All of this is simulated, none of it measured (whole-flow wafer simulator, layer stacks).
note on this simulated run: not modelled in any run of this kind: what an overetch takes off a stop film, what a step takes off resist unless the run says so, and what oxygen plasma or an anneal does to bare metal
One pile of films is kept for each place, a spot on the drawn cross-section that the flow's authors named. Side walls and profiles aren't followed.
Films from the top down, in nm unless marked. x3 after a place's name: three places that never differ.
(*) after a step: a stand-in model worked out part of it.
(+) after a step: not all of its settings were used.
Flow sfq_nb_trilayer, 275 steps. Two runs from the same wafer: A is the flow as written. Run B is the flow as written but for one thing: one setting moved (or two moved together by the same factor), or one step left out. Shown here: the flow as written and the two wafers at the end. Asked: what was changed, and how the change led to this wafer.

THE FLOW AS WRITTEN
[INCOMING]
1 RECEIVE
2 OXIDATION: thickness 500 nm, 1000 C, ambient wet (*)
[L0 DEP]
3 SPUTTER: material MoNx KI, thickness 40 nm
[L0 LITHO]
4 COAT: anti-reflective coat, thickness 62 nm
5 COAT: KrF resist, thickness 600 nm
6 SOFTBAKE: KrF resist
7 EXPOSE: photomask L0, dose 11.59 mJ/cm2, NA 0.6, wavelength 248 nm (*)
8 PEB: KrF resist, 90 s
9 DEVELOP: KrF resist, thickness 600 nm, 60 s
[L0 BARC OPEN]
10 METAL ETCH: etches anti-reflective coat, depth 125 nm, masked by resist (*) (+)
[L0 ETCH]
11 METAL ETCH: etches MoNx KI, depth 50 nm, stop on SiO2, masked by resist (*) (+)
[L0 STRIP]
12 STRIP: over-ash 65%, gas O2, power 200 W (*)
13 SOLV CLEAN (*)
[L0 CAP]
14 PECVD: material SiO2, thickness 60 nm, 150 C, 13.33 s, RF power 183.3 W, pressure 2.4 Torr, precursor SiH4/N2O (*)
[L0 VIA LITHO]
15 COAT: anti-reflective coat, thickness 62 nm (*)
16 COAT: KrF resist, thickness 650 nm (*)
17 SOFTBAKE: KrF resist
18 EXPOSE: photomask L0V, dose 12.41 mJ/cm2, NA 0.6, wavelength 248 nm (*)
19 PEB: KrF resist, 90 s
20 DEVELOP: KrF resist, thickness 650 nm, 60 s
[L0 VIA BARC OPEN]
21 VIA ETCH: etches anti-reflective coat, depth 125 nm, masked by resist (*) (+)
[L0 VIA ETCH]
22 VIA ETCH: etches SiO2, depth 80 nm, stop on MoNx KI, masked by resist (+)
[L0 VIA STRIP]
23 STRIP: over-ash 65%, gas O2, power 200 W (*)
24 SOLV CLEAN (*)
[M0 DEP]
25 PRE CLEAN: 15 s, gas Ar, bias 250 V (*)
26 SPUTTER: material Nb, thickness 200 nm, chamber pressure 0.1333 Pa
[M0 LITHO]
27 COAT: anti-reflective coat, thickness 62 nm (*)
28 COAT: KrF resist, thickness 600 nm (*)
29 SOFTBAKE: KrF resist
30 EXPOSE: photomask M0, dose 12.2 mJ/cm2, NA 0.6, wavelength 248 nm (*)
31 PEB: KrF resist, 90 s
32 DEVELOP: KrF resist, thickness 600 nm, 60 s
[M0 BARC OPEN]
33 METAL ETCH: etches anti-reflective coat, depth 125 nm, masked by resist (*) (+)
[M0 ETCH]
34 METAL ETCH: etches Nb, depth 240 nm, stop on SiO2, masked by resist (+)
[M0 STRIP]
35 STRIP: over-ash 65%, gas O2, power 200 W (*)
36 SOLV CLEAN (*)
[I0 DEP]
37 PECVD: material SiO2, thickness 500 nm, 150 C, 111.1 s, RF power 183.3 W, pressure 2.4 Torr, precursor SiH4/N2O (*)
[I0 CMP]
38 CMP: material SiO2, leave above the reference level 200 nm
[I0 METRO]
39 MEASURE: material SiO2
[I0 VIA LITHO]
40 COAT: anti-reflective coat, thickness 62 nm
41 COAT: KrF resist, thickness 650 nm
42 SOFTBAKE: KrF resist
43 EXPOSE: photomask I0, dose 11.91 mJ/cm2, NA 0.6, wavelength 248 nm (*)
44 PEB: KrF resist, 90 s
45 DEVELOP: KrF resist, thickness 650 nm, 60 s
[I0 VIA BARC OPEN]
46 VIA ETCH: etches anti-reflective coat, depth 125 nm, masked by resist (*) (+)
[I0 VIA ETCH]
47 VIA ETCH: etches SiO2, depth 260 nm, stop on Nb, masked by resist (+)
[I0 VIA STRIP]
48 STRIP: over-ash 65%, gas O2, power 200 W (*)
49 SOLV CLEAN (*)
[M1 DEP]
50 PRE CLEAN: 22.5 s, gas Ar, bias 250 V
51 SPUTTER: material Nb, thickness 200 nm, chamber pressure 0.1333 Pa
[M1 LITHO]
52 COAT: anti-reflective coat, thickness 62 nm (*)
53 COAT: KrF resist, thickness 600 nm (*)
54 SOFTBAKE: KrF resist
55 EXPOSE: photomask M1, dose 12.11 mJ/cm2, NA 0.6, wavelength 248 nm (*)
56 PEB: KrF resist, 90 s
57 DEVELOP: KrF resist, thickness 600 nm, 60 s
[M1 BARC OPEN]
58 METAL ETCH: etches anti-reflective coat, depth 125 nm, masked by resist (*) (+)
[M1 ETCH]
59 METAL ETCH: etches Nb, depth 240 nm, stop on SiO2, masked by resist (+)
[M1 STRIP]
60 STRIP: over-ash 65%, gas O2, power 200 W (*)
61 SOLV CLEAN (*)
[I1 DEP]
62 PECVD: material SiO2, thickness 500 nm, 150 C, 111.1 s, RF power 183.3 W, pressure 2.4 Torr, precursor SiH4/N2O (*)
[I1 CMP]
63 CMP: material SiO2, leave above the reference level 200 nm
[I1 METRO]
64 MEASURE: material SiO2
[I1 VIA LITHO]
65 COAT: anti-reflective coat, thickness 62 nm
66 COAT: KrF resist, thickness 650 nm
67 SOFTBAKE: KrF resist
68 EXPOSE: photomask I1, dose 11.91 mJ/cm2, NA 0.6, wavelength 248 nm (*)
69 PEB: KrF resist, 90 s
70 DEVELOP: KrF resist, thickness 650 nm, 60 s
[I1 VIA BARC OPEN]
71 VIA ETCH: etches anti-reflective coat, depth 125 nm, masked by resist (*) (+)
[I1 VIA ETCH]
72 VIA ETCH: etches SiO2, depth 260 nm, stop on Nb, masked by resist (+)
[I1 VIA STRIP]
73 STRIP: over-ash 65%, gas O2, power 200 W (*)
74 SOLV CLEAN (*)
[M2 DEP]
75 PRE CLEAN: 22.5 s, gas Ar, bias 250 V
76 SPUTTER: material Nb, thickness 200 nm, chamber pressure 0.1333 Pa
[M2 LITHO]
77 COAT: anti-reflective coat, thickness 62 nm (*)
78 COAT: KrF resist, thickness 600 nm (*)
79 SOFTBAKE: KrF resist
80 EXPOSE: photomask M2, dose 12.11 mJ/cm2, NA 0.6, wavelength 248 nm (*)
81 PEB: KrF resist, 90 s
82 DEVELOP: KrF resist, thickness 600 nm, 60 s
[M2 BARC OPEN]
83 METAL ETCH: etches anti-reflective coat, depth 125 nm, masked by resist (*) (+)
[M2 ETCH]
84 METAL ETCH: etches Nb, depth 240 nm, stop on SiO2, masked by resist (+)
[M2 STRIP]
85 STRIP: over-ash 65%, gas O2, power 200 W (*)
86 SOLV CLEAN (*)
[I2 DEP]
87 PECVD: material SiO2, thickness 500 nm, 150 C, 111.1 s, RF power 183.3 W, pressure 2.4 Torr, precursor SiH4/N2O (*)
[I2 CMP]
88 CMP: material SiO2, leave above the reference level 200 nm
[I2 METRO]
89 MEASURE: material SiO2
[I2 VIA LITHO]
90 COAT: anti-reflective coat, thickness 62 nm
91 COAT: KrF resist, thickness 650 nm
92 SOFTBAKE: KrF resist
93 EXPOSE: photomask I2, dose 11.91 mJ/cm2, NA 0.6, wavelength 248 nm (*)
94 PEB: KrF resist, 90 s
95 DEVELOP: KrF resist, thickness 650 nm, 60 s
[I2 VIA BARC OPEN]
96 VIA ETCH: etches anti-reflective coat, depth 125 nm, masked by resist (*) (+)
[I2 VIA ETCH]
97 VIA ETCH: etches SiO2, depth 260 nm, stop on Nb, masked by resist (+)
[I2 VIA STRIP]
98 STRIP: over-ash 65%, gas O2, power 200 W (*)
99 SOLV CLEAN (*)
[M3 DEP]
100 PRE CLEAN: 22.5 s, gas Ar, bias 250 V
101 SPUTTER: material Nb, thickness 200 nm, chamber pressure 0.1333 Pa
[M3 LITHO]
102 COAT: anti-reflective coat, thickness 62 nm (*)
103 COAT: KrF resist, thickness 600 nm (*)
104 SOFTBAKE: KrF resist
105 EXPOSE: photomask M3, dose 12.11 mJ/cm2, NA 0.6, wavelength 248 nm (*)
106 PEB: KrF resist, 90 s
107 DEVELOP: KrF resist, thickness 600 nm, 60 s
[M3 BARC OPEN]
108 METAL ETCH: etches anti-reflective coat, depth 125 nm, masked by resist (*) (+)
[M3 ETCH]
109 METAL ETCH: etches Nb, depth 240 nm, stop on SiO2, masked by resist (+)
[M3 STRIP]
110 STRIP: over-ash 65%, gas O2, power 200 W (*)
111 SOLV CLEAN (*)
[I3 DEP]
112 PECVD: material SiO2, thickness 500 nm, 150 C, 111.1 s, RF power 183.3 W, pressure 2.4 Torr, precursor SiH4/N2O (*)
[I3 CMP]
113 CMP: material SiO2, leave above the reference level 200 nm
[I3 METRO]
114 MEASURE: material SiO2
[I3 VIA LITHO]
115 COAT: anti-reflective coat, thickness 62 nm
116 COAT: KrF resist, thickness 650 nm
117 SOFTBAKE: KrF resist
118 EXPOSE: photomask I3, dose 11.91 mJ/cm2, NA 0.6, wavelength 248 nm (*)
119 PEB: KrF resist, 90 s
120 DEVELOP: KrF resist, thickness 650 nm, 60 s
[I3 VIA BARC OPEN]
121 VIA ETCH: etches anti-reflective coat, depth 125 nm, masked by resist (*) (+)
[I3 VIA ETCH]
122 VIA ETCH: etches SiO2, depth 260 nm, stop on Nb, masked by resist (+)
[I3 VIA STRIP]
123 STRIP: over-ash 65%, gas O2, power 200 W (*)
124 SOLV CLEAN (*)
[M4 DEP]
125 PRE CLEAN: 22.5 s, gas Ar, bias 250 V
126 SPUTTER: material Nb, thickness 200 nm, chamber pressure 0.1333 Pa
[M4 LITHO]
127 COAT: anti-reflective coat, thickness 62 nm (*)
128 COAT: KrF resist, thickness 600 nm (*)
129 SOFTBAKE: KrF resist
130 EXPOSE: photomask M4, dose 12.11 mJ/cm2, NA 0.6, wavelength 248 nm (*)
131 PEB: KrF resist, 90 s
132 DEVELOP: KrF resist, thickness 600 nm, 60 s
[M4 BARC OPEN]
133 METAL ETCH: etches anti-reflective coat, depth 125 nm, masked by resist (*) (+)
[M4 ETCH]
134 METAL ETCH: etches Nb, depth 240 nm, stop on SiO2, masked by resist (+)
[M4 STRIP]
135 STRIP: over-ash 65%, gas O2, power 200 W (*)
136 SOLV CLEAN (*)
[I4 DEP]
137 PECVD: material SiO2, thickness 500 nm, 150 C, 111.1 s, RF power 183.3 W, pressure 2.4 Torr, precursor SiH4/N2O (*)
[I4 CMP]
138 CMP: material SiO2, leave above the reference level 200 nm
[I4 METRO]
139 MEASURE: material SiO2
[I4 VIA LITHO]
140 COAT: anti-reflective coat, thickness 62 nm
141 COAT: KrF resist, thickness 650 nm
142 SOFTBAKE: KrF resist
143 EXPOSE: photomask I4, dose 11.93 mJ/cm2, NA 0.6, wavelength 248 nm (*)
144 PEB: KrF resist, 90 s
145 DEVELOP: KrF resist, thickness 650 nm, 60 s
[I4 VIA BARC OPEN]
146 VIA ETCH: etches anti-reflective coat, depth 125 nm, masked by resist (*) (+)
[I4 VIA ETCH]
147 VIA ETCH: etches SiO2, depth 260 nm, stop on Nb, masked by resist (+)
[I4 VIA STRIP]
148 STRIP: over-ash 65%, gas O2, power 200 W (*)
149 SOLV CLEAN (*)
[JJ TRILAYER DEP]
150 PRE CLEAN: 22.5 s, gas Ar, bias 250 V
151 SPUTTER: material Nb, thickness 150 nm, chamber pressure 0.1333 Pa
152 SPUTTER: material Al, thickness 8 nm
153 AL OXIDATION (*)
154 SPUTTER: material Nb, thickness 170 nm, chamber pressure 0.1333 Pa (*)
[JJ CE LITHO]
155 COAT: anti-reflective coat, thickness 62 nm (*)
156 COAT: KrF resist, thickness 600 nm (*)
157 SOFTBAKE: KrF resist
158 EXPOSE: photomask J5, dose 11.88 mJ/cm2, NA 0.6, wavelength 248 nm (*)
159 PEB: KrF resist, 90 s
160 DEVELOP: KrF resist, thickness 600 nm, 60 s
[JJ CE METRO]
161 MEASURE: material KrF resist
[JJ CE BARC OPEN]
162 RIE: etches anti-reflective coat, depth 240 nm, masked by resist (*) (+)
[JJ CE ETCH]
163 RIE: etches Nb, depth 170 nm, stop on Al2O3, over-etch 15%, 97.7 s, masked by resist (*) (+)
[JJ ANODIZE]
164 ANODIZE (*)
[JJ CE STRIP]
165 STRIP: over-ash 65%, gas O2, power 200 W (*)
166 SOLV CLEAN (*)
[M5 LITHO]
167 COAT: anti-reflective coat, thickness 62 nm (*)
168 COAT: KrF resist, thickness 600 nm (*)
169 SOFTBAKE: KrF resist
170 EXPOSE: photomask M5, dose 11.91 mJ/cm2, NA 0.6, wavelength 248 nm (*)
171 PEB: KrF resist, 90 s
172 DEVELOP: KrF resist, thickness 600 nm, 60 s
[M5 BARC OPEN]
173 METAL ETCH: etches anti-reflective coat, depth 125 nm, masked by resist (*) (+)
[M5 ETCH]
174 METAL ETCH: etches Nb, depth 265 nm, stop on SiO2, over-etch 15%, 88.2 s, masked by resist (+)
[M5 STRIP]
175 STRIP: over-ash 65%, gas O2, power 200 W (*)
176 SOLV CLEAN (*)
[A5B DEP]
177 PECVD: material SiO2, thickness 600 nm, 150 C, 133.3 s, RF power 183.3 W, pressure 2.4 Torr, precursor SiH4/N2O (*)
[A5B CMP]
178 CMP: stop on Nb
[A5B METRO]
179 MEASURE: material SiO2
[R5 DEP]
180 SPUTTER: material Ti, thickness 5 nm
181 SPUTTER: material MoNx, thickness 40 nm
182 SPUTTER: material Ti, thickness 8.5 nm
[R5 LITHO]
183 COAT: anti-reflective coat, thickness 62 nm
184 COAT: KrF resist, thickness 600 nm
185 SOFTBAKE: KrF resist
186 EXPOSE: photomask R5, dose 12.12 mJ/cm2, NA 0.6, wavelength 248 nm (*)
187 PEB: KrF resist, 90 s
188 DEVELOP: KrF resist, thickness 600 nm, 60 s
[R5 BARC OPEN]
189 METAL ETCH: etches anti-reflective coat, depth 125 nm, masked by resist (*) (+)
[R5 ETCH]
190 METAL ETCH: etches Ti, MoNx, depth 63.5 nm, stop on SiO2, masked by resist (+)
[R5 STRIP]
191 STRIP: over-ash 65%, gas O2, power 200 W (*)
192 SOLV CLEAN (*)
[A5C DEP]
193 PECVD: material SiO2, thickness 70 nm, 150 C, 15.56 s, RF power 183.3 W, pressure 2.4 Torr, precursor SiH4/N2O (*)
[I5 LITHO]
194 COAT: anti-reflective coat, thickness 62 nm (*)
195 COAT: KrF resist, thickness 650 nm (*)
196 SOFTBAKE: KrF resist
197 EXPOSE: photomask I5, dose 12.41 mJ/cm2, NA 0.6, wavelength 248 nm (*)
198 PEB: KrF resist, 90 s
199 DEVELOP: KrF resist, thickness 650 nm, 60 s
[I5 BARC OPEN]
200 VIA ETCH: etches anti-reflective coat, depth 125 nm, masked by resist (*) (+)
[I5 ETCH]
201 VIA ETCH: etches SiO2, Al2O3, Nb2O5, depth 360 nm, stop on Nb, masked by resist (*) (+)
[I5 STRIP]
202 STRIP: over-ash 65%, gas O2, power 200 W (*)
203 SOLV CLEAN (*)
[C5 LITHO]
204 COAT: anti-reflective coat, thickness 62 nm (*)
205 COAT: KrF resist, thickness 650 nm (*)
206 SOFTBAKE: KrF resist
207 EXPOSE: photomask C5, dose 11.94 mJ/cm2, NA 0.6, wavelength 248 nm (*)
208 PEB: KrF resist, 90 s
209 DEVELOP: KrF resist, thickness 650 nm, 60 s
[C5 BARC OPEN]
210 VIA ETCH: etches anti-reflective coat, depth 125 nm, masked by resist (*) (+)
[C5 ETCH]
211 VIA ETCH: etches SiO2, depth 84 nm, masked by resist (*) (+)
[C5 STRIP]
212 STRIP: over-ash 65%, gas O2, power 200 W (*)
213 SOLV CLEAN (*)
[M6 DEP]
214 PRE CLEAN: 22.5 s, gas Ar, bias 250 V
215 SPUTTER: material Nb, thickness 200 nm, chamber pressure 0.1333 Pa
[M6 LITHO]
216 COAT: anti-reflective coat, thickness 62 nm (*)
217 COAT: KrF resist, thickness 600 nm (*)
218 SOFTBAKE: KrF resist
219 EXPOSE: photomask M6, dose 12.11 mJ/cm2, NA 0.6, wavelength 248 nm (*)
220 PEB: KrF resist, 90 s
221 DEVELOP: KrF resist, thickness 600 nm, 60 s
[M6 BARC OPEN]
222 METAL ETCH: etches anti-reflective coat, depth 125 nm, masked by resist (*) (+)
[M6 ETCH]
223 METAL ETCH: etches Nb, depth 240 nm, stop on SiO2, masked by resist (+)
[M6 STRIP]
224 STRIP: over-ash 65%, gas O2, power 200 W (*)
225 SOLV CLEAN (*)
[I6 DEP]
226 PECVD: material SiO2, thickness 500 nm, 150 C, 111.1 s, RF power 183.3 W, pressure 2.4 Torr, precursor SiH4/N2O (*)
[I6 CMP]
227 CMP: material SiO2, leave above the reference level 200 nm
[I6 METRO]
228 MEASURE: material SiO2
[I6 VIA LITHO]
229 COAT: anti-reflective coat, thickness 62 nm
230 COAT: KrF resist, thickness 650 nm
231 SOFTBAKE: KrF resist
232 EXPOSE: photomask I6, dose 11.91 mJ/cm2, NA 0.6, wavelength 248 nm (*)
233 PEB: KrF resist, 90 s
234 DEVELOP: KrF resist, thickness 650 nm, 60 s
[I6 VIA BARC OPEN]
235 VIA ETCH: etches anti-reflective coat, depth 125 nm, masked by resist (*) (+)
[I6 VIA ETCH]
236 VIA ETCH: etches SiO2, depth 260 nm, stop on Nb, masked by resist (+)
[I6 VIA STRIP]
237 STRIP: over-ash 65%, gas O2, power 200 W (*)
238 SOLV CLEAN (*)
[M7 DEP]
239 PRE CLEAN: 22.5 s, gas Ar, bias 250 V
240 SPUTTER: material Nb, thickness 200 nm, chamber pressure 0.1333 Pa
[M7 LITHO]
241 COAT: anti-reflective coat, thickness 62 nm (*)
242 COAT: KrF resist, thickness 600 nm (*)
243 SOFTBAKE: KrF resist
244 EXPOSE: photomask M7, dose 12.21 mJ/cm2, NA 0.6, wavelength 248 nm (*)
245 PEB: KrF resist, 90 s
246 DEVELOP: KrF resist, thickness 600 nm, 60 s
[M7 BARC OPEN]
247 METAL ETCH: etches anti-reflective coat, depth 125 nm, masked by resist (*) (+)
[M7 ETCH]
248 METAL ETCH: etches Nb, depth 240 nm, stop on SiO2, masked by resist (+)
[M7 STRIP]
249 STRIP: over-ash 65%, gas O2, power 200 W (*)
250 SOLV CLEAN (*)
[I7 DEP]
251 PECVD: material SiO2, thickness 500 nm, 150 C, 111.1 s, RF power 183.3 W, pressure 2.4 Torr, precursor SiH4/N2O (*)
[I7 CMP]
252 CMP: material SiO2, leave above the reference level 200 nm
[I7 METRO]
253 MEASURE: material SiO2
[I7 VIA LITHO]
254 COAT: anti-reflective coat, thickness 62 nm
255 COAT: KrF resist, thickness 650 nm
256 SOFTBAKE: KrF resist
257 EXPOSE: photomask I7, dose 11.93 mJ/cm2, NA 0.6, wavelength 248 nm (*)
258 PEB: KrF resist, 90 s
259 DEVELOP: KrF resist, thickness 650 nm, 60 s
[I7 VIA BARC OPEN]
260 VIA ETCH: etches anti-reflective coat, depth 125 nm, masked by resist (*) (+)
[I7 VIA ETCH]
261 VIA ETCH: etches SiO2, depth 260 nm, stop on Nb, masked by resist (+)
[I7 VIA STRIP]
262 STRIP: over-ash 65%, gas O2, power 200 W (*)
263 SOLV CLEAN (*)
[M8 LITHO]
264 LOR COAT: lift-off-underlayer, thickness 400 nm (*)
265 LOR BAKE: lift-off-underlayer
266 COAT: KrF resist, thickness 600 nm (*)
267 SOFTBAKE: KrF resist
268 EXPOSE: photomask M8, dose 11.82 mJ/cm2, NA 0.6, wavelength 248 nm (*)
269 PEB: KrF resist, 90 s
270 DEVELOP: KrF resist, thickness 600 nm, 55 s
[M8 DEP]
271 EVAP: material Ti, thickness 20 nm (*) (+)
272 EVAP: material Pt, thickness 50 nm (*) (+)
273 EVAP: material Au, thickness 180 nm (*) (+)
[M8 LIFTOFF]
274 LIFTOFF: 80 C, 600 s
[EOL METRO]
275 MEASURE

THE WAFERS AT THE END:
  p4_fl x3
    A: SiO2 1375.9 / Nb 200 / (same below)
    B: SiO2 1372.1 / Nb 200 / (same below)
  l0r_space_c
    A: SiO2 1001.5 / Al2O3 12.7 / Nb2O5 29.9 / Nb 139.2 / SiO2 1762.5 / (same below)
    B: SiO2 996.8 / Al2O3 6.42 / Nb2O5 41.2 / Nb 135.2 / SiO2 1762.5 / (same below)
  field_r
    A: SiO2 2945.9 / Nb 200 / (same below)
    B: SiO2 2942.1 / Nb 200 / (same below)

The cause: step 152, SPUTTER: thickness 4.2 nm was run, where the flow has thickness 8 nm.

How the change led to this, step by step:
  152 SPUTTER: material Al, thickness 8 nm
      field_l, v_sur, via_sp and 100 more: A Al +8 (new film) | B Al +4.2 (new film)
      via_wl, via_wr: A Al +5.14 (new film) | B Al +2.7 (new film)
      (and at 1 more place)
  155 COAT: anti-reflective coat, thickness 62 nm (*)
      via_wl, via_wr: A anti-reflective coat +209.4 (new film) | B anti-reflective coat +204.4 (new film)
  162 RIE: etches anti-reflective coat, depth 240 nm, masked by resist (*) (+)
      ce_l, c5j, ce_r, wl_jj: A KrF resist -209.4 | B KrF resist -204.4
      via_wl, via_wr: A anti-reflective coat -209.4 (all of it) | B anti-reflective coat -204.4 (all of it)
  164 ANODIZE (*)
      field_l, v_sur, via_sp and 96 more: A Al2O3 +12.2, Nb2O5 +29.9 (new film), Al -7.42 (all of it), Nb -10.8 | B Al2O3 +5.97, Nb2O5 +41.2 (new film), Al -3.62 (all of it), Nb -14.8
      via_wl, via_wr: A Al2O3 +7.52 (new film), Nb2O5 +39.2 (new film), Al -4.56 (all of it), Nb -14.1 | B Al2O3 +3.49 (new film), Nb2O5 +46.4 (new film), Al -2.12 (all of it), Nb -16.7
      (and at 1 more place)
  174 METAL ETCH: etches Nb, depth 265 nm, stop on SiO2, over-etch 15%, 88.2 s, masked by resist (+)
      field_l, r_sur, res and 49 more: A Al2O3 -12.6 (all of it), Nb2O5 -29.9 (all of it), Nb -139.2 (all of it), SiO2 -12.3 | B Al2O3 -6.36 (all of it), Nb2O5 -41.2 (all of it), Nb -135.2 (all of it), SiO2 -12.2
      wl_a_sl: A Al2O3 -12.6 (all of it), Nb2O5 -29.9 (all of it), Nb -139.2 (all of it), SiO2 -12.3 | B Al2O3 -6.35 (all of it), Nb2O5 -41.2 (all of it), Nb -135.2 (all of it), SiO2 -12.2
  201 VIA ETCH: etches SiO2, Al2O3, Nb2O5, depth 360 nm, stop on Nb, masked by resist (*) (+)
      be: A SiO2 -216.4 (all of it), Al2O3 -12.7 (all of it), Nb2O5 -29.9 (all of it) | B SiO2 -211.7 (all of it), Al2O3 -6.42 (all of it), Nb2O5 -41.2 (all of it)
